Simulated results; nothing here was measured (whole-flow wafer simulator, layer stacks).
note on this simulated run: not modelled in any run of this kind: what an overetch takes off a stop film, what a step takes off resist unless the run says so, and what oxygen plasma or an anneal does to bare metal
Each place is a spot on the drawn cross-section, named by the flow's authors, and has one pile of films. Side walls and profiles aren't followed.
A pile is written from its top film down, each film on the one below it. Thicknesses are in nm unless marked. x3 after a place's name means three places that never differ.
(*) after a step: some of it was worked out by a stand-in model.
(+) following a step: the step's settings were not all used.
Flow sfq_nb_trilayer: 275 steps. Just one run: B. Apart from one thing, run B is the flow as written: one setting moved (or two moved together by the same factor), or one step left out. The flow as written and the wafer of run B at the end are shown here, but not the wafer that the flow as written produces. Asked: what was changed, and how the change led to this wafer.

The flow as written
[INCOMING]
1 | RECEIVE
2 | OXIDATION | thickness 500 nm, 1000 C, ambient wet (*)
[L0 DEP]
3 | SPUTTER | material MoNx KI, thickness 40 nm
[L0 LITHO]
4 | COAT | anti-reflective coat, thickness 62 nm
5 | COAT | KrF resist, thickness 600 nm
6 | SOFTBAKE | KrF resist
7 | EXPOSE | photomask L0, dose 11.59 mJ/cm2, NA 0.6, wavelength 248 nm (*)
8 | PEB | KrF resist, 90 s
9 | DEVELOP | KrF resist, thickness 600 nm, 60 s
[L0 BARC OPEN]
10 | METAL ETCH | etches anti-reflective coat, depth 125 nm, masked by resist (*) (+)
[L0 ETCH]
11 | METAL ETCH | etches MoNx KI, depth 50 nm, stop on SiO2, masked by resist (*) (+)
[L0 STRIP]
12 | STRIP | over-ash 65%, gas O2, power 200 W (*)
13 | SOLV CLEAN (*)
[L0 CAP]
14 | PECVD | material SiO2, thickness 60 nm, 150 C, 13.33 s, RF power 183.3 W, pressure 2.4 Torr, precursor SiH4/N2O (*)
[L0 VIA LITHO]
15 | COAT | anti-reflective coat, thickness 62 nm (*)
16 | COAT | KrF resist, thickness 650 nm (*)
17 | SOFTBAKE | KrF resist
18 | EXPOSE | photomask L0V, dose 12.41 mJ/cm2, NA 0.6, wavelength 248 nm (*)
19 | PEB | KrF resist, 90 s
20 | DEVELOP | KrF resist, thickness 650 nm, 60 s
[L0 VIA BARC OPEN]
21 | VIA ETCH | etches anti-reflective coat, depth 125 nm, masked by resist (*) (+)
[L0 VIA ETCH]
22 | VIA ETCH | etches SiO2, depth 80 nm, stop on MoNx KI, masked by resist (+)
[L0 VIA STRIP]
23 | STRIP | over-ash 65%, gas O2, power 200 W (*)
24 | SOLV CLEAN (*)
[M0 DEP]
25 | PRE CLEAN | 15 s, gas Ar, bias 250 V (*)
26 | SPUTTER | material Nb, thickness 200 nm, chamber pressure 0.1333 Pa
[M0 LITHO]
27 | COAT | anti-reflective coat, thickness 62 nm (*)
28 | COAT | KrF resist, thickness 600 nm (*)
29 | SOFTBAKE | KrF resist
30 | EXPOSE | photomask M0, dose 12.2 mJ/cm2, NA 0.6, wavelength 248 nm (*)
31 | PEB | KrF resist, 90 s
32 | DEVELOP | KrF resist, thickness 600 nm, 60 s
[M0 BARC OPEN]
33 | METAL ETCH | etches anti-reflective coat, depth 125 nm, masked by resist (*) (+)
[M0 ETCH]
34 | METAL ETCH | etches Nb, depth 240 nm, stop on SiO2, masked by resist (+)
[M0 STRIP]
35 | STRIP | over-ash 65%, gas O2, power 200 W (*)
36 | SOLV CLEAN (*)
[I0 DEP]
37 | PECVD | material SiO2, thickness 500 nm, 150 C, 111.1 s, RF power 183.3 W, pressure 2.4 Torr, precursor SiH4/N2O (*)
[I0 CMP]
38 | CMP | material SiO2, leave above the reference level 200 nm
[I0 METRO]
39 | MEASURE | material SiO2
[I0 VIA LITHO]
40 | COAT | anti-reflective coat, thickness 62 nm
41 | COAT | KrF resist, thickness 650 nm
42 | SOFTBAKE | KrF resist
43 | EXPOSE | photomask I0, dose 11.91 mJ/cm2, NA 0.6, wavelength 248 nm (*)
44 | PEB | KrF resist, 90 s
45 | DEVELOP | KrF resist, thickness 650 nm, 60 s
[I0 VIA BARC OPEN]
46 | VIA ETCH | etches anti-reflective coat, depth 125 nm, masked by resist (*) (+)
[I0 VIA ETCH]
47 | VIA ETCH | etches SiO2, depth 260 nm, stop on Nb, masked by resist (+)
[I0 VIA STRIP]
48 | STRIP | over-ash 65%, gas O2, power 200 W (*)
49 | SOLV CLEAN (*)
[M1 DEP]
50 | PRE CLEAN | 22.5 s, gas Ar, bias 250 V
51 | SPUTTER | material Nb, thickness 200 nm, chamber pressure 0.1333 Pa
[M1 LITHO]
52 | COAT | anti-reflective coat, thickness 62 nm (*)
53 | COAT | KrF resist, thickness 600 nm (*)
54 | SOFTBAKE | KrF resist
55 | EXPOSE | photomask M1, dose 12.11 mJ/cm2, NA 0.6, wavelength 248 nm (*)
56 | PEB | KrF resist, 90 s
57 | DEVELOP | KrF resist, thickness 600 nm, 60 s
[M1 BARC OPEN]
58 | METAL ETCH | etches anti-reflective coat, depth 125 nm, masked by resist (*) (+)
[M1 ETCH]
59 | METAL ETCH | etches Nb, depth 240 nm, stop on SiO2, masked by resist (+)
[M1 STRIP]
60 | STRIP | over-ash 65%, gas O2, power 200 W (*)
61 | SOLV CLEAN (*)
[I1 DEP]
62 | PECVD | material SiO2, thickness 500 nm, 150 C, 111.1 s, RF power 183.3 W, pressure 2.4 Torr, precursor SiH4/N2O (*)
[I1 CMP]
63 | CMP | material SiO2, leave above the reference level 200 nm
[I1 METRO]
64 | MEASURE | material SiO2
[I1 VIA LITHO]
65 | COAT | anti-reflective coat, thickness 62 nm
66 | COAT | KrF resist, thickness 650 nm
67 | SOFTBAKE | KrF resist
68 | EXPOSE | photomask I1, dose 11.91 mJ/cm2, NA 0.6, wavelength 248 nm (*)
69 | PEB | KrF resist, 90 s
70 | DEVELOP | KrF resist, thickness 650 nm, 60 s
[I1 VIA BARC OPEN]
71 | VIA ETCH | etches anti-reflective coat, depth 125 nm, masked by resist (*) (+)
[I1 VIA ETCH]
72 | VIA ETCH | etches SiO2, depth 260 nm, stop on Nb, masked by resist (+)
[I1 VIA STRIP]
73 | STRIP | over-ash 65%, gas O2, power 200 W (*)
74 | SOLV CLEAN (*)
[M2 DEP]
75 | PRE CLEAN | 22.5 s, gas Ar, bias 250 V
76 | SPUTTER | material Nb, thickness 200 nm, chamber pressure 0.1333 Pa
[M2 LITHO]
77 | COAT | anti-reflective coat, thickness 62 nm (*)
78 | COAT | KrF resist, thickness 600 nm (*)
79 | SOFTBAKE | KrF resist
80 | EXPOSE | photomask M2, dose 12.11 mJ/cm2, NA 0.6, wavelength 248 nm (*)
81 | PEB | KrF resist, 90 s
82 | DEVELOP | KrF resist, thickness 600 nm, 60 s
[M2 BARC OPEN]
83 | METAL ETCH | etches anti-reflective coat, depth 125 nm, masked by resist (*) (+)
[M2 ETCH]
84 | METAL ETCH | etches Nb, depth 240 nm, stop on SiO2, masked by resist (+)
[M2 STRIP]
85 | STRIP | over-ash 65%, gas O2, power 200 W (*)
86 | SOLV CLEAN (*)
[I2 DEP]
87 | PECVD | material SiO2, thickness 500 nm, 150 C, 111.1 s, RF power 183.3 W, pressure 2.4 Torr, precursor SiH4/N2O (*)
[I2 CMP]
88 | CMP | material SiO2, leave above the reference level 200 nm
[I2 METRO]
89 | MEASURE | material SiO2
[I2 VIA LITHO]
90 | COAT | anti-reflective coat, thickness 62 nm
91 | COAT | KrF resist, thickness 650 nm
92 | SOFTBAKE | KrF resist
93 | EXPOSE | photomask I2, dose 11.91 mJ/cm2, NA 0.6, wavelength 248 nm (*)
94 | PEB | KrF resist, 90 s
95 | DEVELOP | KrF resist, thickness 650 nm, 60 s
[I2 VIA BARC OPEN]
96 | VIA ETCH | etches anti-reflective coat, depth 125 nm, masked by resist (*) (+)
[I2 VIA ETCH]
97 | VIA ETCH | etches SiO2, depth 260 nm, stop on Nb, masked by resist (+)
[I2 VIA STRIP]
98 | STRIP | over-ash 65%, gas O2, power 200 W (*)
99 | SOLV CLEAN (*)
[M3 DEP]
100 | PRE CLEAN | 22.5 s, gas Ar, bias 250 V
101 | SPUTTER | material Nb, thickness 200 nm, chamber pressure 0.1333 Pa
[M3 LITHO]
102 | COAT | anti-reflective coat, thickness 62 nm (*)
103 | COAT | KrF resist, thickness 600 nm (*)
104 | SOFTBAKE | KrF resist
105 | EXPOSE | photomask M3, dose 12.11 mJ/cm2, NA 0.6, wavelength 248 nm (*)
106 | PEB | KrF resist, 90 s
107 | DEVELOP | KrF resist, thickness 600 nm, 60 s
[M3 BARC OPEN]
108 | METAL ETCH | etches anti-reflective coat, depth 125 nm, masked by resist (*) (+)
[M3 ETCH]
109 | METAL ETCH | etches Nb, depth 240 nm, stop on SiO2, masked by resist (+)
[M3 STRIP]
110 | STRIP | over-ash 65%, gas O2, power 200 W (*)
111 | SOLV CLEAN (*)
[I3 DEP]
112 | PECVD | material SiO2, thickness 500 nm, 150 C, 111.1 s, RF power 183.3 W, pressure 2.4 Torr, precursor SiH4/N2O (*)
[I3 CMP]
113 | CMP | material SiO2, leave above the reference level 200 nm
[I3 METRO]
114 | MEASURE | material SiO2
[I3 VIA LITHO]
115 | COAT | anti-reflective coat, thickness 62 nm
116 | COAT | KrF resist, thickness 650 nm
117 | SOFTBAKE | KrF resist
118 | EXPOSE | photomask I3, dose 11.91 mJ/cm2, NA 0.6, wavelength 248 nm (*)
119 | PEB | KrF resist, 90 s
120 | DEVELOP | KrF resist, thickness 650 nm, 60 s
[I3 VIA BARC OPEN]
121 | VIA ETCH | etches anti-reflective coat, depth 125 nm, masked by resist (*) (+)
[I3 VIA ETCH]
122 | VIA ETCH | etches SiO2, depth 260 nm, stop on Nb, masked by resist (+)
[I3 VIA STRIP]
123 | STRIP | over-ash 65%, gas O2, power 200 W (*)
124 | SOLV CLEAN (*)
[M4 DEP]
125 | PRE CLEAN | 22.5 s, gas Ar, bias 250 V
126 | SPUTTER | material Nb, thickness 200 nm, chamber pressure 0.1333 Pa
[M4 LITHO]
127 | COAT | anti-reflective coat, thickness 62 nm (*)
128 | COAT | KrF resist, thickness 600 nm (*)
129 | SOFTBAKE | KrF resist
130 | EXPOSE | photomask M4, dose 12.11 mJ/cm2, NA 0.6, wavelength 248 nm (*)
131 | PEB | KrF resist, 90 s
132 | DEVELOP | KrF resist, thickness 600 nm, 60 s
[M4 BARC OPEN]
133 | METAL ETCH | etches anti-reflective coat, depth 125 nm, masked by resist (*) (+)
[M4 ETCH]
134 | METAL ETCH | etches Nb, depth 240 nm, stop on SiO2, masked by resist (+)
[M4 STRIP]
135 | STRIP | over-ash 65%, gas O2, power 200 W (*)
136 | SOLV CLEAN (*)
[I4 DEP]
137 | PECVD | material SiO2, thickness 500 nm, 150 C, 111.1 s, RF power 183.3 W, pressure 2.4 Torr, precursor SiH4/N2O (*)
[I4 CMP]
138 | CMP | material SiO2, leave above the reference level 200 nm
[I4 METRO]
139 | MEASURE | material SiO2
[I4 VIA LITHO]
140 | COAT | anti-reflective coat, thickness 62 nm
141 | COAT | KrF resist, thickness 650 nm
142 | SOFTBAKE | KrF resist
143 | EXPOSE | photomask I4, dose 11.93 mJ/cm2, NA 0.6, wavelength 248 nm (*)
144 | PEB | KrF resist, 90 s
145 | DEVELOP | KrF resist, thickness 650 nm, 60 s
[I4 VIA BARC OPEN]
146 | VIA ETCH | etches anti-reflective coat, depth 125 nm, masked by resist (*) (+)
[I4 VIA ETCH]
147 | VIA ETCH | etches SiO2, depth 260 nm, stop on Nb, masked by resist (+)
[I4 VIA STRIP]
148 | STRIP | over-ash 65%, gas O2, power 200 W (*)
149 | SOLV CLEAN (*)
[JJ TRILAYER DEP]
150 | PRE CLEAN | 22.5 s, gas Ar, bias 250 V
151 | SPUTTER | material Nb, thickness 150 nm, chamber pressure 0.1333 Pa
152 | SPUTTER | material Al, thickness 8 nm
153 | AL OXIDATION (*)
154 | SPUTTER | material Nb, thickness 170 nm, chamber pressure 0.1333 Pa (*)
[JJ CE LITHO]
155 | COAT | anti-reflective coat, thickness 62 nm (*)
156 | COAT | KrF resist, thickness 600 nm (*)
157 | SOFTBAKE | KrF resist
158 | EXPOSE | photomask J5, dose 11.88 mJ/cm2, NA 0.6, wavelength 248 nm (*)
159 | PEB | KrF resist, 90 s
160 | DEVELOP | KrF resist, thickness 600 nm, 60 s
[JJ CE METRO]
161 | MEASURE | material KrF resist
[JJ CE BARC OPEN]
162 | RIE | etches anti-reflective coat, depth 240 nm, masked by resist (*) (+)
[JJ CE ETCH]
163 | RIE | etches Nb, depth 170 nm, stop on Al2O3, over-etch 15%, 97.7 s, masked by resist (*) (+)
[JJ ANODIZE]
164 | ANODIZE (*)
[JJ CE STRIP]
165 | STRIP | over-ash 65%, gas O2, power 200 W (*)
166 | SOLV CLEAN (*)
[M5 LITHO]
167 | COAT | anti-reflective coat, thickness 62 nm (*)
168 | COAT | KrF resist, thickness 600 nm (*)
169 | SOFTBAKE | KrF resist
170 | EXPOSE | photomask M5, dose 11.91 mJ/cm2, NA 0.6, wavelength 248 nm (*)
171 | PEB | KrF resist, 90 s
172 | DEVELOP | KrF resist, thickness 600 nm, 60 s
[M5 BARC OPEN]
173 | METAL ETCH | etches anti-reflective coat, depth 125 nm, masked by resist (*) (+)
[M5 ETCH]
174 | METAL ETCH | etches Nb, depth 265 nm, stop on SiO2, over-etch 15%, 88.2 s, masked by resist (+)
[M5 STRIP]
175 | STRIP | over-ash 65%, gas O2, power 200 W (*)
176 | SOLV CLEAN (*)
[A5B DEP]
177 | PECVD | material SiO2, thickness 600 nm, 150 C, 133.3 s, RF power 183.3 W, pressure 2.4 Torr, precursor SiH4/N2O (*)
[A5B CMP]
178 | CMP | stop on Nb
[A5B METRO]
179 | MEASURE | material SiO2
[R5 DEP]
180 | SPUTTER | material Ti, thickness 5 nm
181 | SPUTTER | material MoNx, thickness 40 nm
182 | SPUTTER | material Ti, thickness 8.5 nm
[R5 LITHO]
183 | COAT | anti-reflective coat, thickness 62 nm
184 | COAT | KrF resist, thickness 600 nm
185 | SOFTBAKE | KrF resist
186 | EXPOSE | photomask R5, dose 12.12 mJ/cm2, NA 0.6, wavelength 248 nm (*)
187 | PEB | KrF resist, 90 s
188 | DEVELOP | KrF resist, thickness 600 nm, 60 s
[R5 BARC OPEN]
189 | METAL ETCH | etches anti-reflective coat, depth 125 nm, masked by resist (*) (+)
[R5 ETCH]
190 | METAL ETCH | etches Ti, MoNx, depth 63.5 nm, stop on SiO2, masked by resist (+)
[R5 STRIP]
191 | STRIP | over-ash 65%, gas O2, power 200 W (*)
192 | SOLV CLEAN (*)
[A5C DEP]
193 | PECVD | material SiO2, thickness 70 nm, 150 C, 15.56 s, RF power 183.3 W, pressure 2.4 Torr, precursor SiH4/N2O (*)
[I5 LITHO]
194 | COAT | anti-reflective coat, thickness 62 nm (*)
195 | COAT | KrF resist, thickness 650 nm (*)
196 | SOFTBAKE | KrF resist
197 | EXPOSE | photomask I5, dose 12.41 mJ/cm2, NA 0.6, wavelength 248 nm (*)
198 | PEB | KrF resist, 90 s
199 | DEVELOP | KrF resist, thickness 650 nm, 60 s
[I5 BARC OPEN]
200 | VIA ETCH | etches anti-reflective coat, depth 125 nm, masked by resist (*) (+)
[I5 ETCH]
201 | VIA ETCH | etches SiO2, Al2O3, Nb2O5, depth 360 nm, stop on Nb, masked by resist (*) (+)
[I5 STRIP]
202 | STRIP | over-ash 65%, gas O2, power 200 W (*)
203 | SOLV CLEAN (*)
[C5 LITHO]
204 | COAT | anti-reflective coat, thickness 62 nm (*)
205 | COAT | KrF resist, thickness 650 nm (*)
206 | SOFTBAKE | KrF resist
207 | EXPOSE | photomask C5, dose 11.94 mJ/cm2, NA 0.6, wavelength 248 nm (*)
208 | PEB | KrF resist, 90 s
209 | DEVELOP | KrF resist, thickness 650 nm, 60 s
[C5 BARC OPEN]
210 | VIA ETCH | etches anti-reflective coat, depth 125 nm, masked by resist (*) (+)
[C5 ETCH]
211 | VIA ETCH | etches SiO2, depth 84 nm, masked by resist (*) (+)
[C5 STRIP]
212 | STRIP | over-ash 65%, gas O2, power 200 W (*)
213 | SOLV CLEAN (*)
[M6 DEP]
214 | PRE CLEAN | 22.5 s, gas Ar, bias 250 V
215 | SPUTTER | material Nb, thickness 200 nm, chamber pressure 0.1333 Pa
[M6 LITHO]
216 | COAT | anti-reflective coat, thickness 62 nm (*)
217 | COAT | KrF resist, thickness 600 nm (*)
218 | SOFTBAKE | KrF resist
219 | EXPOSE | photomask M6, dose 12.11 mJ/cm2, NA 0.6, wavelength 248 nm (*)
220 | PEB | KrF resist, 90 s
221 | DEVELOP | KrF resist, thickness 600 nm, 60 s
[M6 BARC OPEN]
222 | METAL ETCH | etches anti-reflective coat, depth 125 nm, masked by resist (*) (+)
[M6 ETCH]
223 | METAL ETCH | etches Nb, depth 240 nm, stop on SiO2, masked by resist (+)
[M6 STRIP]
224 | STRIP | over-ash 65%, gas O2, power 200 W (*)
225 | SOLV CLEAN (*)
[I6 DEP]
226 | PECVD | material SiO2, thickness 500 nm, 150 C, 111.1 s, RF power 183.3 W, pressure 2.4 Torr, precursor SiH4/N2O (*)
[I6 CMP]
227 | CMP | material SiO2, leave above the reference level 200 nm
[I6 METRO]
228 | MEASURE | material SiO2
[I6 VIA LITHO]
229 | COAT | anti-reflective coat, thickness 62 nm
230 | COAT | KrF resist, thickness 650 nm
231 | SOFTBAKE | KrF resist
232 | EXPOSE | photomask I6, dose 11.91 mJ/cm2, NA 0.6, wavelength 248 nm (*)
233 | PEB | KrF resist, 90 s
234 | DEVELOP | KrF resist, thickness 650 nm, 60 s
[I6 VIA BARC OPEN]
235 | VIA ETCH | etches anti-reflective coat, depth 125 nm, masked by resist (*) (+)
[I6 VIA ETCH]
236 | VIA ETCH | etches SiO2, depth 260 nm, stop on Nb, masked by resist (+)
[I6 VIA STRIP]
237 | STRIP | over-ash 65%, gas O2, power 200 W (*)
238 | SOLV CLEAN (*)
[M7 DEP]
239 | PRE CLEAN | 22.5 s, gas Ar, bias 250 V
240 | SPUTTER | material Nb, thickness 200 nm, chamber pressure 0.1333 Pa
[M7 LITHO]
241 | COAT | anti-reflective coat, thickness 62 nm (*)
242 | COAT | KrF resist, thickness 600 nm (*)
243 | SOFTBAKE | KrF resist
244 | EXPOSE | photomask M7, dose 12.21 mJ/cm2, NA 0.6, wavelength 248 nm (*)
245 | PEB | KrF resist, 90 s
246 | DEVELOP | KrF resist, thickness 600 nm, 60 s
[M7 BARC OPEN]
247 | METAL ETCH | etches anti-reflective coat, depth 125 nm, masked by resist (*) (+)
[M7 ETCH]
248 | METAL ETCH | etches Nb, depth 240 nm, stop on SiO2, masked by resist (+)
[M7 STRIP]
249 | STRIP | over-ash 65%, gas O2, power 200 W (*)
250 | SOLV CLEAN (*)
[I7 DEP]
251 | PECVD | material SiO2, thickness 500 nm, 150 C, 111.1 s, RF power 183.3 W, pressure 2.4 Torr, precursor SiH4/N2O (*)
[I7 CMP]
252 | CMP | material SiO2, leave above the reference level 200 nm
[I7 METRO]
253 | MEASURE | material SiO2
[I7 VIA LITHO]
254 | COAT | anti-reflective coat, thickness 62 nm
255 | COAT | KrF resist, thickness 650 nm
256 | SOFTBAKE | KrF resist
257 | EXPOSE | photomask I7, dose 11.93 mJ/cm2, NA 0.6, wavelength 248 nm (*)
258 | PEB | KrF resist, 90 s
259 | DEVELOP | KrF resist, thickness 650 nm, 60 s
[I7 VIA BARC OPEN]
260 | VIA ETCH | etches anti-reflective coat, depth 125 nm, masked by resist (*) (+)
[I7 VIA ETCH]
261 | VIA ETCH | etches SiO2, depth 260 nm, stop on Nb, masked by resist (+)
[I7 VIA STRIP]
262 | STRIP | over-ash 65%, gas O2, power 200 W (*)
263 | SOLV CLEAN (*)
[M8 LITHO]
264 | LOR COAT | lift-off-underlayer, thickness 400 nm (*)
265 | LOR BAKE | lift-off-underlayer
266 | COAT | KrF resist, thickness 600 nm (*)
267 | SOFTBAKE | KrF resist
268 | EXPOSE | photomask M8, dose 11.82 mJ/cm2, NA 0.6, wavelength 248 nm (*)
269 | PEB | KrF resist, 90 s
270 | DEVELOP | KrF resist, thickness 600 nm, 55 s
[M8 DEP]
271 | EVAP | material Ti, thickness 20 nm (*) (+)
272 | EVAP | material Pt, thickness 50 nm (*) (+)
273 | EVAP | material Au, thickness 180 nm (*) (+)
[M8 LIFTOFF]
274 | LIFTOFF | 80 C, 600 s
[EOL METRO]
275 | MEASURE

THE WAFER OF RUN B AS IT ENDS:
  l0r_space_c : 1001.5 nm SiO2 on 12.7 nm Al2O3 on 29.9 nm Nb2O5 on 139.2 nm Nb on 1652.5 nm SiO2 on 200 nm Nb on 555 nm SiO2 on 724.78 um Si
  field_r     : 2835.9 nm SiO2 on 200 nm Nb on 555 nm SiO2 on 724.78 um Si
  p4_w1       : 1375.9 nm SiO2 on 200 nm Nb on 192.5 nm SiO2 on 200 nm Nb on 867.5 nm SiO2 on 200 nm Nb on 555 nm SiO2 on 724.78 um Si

The reason: step 88, CMP: leave above the reference level 90 nm was run, while the flow as written has leave above the reference level 200 nm.

The path from the change to this, step by step:
  88 | CMP | material SiO2, leave above the reference level 200 nm
      field_l, be, be_sur and 81 more: -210 SiO2 (as written it would have been: -100 SiO2)
      v_sur, via_wl, via_w and 18 more: -410 SiO2 (as written it would have been: -300 SiO2)
      (as well as at 1 more place)
  97 | VIA ETCH | etches SiO2, depth 260 nm, stop on Nb, masked by resist (+)
      field_l, v_sur, via_wl and 102 more: -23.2 KrF resist (as written it would have been: -44.8 KrF resist)
      via_w: -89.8 SiO2 (all of it) (as written it would have been: -199.8 SiO2 (all of it))
  98 | STRIP | over-ash 65%, gas O2, power 200 W (*)
      field_l, v_sur, via_wl and 102 more: -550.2 KrF resist (all of it), -62 anti-reflective coat (all of it) (as written it would have been: -528.6 KrF resist (all of it), -62 anti-reflective coat (all of it))
  101 | SPUTTER | material Nb, thickness 200 nm, chamber pressure 0.1333 Pa
      via_w: +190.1 Nb (as written it would have been: +165.5 Nb)
  102 | COAT | anti-reflective coat, thickness 62 nm (*)
      via_wl, via_wr: +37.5 anti-reflective coat (new film) (as written it would have been: +34.2 anti-reflective coat (new film))
      v_sur: +57.7 anti-reflective coat (new film) (as written it would have been: +61.1 anti-reflective coat (new film))
      (as well as at 1 more place)
  103 | COAT | KrF resist, thickness 600 nm (*)
      v_sur: +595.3 KrF resist (new film) (as written it would have been: +582.9 KrF resist (new film))
      via_w: +645.6 KrF resist (new film) (as written it would have been: +737.9 KrF resist (new film))
  110 | STRIP | over-ash 65%, gas O2, power 200 W (*)
      v_sur: -377.7 KrF resist (all of it), -57.7 anti-reflective coat (all of it) (as written it would have been: -365.3 KrF resist (all of it), -61.1 anti-reflective coat (all of it))
      via_wl: -394.5 KrF resist (all of it), -37.5 anti-reflective coat (all of it) (as written it would have been: -384.2 KrF resist (all of it), -34.2 anti-reflective coat (all of it))
      (as well as at 3 more places)
  112 | PECVD | material SiO2, thickness 500 nm, 150 C, 111.1 s, RF power 183.3 W, pressure 2.4 Torr, precursor SiH4/N2O (*)
      via_w: +500 SiO2 (new film) (as written it would have been: +615 SiO2 (new film))
  113 | CMP | material SiO2, leave above the reference level 200 nm
      via_w: -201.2 SiO2 (as written it would have been: -181.6 SiO2)
